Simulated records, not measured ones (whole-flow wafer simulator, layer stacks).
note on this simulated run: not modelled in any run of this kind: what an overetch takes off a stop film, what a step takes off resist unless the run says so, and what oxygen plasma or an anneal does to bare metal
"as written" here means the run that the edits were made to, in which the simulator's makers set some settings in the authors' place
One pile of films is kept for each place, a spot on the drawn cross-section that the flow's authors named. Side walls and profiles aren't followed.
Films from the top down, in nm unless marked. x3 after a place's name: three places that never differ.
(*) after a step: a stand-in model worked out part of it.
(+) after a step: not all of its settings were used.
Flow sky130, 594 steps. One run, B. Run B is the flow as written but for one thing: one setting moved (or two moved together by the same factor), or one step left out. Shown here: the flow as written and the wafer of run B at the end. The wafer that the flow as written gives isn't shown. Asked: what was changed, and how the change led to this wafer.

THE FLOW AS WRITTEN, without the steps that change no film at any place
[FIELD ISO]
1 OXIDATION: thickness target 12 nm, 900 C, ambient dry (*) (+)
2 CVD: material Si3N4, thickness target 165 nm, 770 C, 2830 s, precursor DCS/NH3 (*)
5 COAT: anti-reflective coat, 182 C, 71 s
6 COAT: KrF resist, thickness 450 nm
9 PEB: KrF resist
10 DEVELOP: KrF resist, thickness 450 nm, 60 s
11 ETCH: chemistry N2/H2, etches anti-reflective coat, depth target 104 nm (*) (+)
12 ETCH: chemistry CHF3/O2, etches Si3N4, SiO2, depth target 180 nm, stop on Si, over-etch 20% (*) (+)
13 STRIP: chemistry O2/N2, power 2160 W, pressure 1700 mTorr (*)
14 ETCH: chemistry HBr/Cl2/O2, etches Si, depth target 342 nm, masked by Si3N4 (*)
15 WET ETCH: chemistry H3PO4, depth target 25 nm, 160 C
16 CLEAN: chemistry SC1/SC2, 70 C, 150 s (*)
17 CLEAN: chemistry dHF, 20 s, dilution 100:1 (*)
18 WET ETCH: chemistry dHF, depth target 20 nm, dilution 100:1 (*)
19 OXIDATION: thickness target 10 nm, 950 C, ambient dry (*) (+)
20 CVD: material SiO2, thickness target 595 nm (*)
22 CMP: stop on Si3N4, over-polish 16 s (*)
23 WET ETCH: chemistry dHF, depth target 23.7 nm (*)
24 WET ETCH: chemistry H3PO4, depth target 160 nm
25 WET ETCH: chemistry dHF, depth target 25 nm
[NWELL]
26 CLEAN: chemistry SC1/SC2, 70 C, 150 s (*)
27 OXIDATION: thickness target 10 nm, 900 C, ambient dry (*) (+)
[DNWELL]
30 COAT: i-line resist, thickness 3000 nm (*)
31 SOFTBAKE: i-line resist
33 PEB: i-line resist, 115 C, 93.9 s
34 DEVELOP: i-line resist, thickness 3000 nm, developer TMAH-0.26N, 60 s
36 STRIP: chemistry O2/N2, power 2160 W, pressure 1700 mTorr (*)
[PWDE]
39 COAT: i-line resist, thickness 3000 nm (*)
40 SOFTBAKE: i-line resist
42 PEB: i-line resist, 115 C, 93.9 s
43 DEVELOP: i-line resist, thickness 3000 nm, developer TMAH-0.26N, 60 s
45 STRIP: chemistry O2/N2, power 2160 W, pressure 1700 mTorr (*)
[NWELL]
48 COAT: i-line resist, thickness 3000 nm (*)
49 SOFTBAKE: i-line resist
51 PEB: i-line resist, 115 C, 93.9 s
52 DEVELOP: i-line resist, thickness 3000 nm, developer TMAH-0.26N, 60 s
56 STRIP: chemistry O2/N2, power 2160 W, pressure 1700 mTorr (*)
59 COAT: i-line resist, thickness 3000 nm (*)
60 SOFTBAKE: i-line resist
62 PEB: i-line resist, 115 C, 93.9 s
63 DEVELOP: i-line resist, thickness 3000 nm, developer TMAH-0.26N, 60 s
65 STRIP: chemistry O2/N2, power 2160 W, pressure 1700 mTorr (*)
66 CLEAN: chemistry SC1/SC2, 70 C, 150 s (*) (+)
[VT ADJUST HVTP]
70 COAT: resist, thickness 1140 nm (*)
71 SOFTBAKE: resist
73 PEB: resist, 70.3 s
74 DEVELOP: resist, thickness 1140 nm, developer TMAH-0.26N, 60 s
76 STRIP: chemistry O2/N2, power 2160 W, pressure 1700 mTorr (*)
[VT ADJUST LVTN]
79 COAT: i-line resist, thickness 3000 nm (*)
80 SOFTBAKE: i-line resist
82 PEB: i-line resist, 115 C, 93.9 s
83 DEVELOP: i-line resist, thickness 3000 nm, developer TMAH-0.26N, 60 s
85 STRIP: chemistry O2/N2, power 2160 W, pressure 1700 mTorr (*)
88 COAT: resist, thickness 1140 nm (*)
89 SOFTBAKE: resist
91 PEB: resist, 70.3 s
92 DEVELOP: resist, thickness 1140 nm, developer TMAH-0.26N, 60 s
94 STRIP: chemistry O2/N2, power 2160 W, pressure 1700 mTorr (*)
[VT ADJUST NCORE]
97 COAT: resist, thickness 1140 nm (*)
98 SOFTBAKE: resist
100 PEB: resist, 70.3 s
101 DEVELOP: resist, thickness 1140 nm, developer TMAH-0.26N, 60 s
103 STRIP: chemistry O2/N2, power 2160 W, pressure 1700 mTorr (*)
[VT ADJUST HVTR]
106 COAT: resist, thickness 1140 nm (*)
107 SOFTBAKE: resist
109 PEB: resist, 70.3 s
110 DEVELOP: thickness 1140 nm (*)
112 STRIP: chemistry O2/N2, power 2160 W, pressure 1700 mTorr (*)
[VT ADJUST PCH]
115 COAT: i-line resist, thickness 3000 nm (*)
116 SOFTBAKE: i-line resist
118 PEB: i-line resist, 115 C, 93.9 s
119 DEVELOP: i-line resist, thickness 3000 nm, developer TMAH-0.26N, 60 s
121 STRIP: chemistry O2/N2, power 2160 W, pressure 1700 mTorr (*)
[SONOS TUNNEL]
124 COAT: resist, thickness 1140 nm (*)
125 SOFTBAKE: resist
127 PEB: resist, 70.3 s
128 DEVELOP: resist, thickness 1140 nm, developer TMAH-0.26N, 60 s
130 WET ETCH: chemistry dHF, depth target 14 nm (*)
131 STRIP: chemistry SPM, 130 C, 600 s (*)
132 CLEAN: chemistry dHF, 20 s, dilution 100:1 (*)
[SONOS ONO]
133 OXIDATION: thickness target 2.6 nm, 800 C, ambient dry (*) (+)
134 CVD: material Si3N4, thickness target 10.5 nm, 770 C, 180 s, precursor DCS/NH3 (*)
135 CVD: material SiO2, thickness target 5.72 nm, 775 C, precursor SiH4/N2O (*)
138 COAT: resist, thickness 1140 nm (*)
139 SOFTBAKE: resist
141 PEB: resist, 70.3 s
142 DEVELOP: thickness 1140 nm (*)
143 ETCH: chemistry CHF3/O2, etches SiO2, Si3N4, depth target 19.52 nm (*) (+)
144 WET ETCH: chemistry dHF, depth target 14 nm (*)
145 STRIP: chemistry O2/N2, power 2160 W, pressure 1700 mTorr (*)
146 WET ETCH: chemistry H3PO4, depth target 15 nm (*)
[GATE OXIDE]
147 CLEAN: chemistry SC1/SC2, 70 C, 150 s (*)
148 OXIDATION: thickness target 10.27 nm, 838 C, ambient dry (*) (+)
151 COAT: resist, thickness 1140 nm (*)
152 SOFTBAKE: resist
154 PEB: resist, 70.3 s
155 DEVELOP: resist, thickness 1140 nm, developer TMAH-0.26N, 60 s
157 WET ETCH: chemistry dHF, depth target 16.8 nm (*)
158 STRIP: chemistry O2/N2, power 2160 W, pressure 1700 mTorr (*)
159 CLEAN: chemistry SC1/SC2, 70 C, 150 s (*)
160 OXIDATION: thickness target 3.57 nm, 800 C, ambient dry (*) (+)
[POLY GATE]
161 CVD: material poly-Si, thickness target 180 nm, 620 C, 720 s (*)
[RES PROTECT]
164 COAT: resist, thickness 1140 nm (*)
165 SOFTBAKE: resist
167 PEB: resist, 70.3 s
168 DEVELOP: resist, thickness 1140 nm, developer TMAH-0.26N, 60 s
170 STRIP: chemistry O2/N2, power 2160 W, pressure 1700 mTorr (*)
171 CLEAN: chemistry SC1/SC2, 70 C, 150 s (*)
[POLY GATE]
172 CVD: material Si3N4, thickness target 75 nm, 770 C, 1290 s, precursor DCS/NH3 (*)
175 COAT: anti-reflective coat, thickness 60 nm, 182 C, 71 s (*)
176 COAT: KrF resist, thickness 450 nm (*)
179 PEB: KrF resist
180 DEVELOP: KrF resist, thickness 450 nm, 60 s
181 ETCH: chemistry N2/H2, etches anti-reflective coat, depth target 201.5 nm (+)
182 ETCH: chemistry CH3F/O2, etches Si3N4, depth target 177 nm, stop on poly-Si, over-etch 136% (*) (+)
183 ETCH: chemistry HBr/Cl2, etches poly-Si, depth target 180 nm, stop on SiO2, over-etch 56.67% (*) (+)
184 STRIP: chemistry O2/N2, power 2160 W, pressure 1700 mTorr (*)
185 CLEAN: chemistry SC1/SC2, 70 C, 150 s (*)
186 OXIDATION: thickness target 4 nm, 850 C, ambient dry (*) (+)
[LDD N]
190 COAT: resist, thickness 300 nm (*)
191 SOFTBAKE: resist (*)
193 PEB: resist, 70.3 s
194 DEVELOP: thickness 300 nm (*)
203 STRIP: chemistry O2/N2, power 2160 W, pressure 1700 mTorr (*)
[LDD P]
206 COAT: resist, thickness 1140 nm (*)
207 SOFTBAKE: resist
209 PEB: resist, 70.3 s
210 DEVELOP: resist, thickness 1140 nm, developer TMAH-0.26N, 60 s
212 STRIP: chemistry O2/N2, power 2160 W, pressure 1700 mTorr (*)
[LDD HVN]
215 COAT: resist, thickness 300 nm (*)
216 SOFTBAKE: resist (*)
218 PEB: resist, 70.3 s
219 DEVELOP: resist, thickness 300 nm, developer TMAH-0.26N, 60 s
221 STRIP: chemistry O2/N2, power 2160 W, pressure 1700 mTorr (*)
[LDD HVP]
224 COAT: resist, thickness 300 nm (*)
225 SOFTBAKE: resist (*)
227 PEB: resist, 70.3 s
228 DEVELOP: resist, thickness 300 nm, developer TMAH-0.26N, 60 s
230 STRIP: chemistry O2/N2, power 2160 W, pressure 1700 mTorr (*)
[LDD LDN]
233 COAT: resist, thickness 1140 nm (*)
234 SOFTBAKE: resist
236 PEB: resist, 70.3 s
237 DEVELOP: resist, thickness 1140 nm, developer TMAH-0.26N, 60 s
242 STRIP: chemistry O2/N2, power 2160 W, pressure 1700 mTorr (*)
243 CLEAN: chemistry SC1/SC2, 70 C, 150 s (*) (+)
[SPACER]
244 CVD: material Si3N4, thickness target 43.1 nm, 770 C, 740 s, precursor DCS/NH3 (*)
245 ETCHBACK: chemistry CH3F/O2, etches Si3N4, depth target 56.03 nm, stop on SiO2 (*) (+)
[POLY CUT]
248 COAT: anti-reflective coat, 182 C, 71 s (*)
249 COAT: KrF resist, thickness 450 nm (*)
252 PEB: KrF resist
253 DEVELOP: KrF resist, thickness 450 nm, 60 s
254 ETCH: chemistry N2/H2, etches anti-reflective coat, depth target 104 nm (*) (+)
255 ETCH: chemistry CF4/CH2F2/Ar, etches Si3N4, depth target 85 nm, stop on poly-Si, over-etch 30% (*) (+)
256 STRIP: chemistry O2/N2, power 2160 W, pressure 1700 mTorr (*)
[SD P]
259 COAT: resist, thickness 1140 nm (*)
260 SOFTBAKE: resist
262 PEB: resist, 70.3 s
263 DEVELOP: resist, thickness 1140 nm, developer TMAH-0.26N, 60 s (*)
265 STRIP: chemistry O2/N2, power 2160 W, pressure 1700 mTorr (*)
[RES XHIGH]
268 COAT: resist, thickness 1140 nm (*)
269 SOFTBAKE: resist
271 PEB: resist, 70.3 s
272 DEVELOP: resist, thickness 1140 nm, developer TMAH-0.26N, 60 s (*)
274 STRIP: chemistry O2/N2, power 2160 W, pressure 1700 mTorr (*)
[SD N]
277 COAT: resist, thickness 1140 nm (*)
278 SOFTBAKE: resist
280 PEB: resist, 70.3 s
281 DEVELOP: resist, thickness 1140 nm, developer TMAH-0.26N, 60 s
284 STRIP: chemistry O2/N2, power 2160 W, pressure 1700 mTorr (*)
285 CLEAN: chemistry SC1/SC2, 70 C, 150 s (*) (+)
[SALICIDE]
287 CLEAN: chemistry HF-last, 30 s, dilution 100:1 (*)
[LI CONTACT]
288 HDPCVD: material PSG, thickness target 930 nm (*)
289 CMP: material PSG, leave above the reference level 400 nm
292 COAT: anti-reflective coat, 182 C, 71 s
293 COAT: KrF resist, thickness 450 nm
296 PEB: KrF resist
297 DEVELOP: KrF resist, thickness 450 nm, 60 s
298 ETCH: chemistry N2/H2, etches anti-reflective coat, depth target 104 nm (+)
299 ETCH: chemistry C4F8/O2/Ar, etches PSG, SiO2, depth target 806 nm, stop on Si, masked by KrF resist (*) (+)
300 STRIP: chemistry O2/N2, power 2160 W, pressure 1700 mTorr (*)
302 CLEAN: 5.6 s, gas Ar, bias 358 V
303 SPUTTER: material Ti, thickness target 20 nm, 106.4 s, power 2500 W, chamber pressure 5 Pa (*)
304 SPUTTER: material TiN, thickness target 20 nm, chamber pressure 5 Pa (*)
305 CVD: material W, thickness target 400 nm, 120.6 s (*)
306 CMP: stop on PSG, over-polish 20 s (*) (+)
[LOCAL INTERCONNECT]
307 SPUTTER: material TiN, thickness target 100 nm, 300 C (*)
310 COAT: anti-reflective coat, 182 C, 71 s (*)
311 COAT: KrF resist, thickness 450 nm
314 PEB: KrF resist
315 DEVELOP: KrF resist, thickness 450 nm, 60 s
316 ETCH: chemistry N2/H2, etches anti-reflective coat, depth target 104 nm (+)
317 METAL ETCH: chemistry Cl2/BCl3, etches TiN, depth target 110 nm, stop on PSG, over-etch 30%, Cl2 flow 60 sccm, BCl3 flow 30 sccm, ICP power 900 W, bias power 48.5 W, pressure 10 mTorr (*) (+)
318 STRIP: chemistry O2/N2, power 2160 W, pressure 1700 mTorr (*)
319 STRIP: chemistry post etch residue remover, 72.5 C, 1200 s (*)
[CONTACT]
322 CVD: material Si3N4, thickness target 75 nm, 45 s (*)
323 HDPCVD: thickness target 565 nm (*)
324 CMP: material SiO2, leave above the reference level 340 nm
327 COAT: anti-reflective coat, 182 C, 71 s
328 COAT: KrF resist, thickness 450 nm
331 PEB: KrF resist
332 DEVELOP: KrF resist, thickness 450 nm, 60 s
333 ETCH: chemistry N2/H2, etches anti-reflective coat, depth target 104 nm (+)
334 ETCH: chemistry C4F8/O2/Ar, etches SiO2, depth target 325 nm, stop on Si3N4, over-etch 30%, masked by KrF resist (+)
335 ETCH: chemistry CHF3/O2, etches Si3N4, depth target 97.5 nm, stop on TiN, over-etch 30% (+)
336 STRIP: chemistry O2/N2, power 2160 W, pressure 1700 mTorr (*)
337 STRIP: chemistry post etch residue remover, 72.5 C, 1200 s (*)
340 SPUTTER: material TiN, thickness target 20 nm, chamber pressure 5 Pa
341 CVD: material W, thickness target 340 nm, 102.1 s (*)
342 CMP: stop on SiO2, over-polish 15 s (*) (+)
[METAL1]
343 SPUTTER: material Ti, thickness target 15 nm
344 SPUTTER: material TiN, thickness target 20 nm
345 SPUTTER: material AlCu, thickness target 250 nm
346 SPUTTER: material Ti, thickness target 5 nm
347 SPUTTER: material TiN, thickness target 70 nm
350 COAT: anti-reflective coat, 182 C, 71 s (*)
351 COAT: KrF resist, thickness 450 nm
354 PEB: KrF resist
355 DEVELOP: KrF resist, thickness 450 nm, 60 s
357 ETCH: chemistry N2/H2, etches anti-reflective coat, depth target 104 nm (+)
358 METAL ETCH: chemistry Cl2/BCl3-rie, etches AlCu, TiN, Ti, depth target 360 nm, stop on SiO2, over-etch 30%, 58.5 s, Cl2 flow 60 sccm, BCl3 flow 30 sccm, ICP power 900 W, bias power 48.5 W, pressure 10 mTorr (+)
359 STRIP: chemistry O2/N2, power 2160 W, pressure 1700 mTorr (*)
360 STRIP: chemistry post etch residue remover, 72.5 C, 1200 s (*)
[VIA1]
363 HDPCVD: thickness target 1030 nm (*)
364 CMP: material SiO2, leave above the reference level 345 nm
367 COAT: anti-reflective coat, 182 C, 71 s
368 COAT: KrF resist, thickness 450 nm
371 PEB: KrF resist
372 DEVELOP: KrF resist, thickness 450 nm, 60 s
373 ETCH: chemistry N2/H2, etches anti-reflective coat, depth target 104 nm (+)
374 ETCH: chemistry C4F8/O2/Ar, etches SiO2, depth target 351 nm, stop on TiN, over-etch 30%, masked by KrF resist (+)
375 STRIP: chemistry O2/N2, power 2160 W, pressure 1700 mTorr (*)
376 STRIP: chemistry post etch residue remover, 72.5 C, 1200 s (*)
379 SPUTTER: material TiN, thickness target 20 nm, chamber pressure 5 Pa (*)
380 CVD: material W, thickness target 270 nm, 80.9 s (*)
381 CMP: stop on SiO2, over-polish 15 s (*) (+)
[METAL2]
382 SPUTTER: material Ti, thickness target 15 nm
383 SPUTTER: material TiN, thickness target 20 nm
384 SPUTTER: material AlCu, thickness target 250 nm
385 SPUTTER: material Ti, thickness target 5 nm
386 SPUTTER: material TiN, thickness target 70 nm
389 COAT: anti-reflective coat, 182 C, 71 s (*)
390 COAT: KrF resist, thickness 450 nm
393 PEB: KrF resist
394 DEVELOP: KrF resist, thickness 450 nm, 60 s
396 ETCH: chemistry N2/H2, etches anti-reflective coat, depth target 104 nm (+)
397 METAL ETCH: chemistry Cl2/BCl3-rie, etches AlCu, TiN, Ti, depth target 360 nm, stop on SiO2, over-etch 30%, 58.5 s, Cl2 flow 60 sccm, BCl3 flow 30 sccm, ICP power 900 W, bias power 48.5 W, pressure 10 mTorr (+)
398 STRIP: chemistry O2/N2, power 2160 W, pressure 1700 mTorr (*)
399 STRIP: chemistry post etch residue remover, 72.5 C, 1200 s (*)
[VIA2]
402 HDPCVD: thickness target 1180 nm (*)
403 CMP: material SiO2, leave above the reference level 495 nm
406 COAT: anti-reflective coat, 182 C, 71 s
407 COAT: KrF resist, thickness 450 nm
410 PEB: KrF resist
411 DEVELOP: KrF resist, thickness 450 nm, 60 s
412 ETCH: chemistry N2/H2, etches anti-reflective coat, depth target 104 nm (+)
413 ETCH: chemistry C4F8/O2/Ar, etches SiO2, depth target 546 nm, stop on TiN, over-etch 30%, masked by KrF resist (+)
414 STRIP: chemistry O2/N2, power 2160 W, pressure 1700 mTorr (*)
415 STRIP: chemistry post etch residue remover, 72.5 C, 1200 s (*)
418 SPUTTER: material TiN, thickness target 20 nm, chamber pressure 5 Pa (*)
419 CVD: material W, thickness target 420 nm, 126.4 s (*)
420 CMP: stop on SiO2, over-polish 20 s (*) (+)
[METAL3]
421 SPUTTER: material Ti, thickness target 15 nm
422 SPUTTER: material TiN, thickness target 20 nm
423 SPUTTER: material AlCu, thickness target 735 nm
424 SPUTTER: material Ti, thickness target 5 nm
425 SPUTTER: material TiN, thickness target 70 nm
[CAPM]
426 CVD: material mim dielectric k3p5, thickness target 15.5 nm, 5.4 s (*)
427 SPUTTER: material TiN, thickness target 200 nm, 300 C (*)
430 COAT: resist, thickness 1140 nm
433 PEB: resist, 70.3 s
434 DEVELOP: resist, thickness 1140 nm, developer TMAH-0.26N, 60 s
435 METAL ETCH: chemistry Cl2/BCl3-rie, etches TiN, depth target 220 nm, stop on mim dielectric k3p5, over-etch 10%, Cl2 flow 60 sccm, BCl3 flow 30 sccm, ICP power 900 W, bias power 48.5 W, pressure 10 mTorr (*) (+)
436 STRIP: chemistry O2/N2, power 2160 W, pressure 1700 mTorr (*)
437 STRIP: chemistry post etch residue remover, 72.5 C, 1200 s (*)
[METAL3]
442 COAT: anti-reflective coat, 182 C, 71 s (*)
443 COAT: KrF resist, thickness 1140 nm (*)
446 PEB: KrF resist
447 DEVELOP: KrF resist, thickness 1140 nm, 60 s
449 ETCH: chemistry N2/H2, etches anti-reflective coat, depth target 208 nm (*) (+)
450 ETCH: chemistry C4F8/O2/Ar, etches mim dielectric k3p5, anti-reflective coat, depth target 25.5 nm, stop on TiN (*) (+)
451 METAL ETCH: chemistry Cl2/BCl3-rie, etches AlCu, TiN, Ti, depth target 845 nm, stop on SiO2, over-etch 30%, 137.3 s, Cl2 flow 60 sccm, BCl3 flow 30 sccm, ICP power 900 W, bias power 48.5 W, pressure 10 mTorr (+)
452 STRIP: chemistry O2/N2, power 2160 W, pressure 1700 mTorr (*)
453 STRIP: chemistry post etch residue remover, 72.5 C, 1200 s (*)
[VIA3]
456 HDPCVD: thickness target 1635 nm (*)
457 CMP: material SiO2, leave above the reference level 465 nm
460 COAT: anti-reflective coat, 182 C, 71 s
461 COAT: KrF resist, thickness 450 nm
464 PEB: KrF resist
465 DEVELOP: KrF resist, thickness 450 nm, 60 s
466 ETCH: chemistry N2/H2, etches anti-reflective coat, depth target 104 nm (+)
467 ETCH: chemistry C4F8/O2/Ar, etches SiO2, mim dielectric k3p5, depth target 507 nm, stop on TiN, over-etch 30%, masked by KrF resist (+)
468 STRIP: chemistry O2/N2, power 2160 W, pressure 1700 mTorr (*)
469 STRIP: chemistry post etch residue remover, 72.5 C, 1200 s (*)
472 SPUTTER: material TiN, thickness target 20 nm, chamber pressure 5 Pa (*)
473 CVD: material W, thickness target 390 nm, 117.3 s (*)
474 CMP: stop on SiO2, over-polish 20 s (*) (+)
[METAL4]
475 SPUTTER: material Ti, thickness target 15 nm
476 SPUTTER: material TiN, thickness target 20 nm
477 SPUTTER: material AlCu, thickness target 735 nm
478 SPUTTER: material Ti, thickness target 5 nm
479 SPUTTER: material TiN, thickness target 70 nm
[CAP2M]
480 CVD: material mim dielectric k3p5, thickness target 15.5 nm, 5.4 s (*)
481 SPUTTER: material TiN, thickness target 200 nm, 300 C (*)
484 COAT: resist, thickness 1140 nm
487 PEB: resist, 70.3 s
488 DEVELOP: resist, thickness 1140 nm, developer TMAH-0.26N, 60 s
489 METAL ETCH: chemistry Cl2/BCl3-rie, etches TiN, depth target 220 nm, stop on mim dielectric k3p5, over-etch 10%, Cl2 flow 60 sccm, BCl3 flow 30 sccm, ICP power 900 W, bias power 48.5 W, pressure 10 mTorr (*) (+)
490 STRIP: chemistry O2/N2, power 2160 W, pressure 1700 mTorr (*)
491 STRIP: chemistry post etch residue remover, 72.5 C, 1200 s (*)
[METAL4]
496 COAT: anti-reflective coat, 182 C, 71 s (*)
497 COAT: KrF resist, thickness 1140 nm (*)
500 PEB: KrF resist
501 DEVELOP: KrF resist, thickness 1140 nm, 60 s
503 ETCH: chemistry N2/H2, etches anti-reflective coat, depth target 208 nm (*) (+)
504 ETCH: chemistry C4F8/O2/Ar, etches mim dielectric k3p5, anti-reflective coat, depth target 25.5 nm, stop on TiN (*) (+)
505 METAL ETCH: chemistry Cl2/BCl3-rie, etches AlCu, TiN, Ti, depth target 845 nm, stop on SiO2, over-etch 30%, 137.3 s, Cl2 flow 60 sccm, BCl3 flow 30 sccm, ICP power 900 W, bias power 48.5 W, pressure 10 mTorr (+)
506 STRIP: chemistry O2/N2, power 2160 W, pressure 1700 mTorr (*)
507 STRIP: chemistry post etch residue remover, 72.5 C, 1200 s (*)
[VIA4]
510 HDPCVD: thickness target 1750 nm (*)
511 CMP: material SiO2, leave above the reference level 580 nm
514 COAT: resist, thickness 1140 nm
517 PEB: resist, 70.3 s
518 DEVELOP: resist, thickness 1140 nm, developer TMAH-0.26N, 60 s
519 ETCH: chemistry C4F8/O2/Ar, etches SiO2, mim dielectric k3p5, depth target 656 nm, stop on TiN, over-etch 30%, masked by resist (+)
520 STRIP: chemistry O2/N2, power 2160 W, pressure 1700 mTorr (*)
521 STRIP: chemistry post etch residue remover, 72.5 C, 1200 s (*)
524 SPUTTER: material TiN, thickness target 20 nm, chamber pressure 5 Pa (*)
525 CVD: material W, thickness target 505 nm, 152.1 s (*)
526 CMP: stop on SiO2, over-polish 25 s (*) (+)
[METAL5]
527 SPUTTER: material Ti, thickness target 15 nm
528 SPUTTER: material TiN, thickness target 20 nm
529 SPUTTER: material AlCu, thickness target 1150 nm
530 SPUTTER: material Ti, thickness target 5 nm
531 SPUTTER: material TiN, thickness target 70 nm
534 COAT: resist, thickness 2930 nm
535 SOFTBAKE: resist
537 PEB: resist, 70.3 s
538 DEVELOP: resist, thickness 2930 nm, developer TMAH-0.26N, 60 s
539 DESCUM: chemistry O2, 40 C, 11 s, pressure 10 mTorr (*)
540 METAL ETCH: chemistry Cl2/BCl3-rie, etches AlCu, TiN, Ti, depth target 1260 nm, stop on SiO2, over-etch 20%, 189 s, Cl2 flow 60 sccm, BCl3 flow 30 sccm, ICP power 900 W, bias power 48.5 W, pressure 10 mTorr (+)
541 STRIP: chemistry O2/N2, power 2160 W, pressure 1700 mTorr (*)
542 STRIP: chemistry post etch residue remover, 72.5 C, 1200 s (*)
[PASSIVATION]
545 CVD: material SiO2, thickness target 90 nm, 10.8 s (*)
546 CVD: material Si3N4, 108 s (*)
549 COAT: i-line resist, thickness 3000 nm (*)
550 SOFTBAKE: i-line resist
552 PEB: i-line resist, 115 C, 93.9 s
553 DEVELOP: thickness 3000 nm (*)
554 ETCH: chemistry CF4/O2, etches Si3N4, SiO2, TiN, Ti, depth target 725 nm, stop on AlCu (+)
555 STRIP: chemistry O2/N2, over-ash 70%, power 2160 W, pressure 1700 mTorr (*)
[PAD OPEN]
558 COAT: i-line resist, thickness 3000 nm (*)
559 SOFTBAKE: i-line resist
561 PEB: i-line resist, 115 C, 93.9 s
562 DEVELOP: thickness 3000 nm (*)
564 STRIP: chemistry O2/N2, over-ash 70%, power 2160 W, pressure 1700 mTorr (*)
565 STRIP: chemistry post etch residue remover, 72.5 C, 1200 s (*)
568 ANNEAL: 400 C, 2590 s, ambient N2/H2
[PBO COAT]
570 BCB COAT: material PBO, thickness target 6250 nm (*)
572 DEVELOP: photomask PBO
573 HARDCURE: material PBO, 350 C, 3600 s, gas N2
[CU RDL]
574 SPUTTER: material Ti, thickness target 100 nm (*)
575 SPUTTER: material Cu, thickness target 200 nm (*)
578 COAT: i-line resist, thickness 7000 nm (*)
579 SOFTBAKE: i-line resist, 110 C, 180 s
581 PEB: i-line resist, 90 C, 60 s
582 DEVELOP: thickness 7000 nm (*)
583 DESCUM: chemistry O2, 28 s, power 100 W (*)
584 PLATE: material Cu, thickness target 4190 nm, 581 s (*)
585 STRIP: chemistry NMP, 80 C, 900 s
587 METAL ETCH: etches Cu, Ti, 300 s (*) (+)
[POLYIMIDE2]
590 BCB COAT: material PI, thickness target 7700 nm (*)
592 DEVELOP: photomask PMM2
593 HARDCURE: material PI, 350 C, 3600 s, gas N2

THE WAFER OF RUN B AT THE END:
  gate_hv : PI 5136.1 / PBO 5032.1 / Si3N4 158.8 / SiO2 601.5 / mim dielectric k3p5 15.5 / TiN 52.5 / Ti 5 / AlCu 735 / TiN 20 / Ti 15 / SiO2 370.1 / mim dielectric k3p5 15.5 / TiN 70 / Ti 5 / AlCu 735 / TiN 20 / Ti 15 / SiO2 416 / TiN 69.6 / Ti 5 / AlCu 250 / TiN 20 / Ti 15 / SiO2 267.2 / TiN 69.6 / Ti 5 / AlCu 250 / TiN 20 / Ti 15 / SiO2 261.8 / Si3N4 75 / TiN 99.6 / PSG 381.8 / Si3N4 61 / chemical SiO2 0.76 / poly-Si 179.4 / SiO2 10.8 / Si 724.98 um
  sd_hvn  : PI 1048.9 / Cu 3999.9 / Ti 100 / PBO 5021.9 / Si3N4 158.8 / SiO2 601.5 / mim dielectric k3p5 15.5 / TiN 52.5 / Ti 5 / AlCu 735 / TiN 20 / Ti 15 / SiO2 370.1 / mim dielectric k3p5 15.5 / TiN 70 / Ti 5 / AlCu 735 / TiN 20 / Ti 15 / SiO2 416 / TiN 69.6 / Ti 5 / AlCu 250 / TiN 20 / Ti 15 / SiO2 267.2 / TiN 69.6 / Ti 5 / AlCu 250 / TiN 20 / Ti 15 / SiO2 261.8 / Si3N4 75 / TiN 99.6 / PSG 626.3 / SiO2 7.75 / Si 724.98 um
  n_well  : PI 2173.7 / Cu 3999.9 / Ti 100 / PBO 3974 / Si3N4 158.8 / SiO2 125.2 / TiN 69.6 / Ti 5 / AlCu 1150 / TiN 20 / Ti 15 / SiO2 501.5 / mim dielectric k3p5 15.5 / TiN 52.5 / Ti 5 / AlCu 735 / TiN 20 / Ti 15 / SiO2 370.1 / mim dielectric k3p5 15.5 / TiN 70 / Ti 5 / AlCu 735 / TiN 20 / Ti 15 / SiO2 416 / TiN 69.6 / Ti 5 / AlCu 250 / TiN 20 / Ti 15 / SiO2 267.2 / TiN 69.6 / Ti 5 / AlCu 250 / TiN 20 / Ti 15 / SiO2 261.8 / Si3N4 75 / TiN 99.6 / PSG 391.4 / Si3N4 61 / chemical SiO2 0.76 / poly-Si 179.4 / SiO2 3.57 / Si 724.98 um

The cause: step 479, SPUTTER: thickness target 52.5 nm was run, where the flow has thickness target 70 nm.
It can be read off the wafer: gate_hv has TiN 52.5, and step 479 as written asks for 70 nm.

How the change led to this, step by step:
  479 SPUTTER: material TiN, thickness target 70 nm
      field, active, n_well and 189 more: TiN +52.5 (new film) (as written it would be: TiN +70 (new film))
  505 METAL ETCH: chemistry Cl2/BCl3-rie, etches AlCu, TiN, Ti, depth target 845 nm, stop on SiO2, over-etch 30%, 137.3 s, Cl2 flow 60 sccm, BCl3 flow 30 sccm, ICP power 900 W, bias power 48.5 W, pressure 10 mTorr (+)
      field, gate, spacer and 68 more: TiN -52.5 (all of it), Ti -5 (all of it), AlCu -735 (all of it), TiN -20 (all of it), Ti -15 (all of it), SiO2 -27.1 (as written it would be: TiN -70 (all of it), Ti -5 (all of it), AlCu -735 (all of it), TiN -20 (all of it), Ti -15 (all of it), SiO2 -25.4)
      active, vpp_iso1, mim_edge_plate and 14 more: TiN -52.5 (all of it), Ti -5 (all of it), AlCu -735 (all of it), TiN -20 (all of it), Ti -15 (all of it), SiO2 -27.1 (as written it would be: TiN -70 (all of it), Ti -5 (all of it), AlCu -735 (all of it), TiN -20 (all of it), Ti -15 (all of it), SiO2 -25.3)
  519 ETCH: chemistry C4F8/O2/Ar, etches SiO2, mim dielectric k3p5, depth target 656 nm, stop on TiN, over-etch 30%, masked by resist (+)
      m1: SiO2 -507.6 (all of it), mim dielectric k3p5 -15.5 (all of it) (as written it would be: SiO2 -490.1 (all of it), mim dielectric k3p5 -15.5 (all of it))
      via4_hole: SiO2 -507 (all of it), mim dielectric k3p5 -15.5 (all of it) (as written it would be: SiO2 -489.5 (all of it), mim dielectric k3p5 -15.5 (all of it))
